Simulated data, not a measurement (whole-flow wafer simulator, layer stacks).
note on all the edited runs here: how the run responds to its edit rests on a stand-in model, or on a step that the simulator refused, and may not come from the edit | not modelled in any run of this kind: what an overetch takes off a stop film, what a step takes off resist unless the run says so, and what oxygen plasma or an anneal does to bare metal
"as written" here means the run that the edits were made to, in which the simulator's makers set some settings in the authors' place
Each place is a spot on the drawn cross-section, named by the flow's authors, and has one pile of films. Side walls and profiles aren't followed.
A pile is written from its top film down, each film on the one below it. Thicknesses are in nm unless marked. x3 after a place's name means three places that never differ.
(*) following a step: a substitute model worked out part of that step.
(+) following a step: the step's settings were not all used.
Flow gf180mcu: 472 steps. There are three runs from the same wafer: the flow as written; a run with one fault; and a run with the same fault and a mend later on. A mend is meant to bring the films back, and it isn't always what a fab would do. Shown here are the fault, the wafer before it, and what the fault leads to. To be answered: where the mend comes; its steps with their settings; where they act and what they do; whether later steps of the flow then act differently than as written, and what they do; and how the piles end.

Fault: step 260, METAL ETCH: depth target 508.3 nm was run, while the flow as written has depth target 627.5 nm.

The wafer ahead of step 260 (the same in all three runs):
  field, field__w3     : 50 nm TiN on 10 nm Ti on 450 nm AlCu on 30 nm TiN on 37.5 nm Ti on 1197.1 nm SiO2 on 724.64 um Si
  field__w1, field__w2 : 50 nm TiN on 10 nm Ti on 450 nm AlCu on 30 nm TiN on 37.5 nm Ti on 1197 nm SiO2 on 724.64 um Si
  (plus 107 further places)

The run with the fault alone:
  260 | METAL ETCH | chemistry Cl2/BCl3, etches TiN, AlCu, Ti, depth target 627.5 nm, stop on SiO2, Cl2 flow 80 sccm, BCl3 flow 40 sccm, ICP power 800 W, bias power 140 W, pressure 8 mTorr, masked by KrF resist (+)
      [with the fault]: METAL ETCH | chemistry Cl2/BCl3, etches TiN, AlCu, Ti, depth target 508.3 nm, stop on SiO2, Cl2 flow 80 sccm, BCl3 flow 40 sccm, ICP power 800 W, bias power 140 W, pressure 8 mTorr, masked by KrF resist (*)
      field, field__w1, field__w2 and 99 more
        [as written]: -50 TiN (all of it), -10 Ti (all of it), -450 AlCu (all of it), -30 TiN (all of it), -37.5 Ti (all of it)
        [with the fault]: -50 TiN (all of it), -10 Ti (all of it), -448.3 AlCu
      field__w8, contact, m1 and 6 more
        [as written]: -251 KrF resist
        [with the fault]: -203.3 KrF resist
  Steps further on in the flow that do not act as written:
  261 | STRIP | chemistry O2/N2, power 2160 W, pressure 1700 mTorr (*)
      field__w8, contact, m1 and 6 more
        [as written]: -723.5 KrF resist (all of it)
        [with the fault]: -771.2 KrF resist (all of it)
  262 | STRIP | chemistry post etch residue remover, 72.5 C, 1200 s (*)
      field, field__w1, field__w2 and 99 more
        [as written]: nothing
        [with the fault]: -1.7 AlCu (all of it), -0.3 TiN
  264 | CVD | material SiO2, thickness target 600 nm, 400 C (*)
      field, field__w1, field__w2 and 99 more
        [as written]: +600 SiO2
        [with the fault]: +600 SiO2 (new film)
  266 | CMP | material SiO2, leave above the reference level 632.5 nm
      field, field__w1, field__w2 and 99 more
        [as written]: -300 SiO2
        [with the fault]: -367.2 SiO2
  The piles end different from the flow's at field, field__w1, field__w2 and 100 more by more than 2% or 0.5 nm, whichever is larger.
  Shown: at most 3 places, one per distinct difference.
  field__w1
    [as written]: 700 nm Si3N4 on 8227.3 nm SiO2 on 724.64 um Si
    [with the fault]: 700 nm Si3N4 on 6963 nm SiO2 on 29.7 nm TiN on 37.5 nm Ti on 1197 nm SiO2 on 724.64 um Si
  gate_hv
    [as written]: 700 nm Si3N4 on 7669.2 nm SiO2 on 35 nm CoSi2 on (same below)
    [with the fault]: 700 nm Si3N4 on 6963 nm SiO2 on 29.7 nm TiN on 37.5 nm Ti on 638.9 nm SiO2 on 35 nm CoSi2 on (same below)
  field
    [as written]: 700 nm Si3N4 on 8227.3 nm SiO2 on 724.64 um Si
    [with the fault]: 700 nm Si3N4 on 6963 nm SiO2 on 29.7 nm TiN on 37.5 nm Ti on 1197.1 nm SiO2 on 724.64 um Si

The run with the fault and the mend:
  The mend follows step 262.
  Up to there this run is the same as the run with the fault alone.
  262a | DEHYDRATE | 200 C, 60 s (the flow's step 253, run once more)
      does not change any film at any place that is followed
  262b | HMDS | 120 C, 60 s (the flow's step 254, run once more)
      does not change any film at any place that is followed
  262c | COAT | KrF resist, thickness 1000 nm (*) (the flow's step 255, run once more)
      iso_ptap_pw, iso_ntap_nw, iso_nw_fld and 33 more
        +1000 KrF resist (new film)
      field_sub, field_sub__w1, field_sub__w2 and 10 more
        +1002.9 KrF resist (new film)
      field__w11, field__w13, p_well and 7 more
        +1003.3 KrF resist (new film)
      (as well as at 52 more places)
  262d | SOFTBAKE | KrF resist (the flow's step 256, run once more)
      does not change any film at any place that is followed
  262e | EXPOSE | photomask Metal1 (the flow's step 257, run once more)
      does not change any film at any place that is followed
  262f | PEB | KrF resist, 135 C, 90 s (the flow's step 258, run once more)
      field__w1, field__w2, field__w3 and 55 more
        -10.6 KrF resist
      iso_ptap_pw, iso_ntap_nw, iso_nw_fld and 33 more
        -10.5 KrF resist
      gate_hv, sd_p, nw_enc_fld_lv__w3
        -10.7 KrF resist
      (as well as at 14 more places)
  262g | DEVELOP | thickness 1000 nm, 60 s (the flow's step 259, run once more)
      iso_ptap_pw, iso_ntap_nw, iso_nw_fld and 33 more
        -989.5 KrF resist (all of it)
      field_sub, field_sub__w1, field_sub__w2 and 8 more
        -992.3 KrF resist (all of it)
      field__w8, contact, m1 and 6 more
        -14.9 KrF resist
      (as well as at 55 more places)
  262h | METAL ETCH | chemistry Cl2/BCl3, etches TiN, AlCu, Ti, depth target 119.2 nm, stop on SiO2, Cl2 flow 80 sccm, BCl3 flow 40 sccm, ICP power 800 W, bias power 140 W, pressure 8 mTorr, masked by KrF resist (+) (the flow's step 260, run once more with other settings)
      field, field__w1, field__w2 and 99 more
        -29.7 TiN (all of it), -37.5 Ti (all of it)
      field__w8, contact, m1 and 6 more
        -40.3 KrF resist
  262i | STRIP | chemistry O2/N2, power 2160 W, pressure 1700 mTorr (*) (the flow's step 261, run once more)
      field__w8
        -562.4 KrF resist (all of it)
      contact
        -560.3 KrF resist (all of it)
      m1
        -563.4 KrF resist (all of it)
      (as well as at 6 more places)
  262j | STRIP | chemistry post etch residue remover, 72.5 C, 1200 s (*) (the flow's step 262, run once more)
      field__w8, contact, m1 and 6 more
        -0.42 TiN
  Every later step of the flow that is run acts as written, at every place that is followed, to within 2% or 0.5 nm, whichever is larger.
  When the end is reached, the piles differ only a little from the flow's at the places that both follow, at most by 2% or 0.5 nm, whichever is larger.
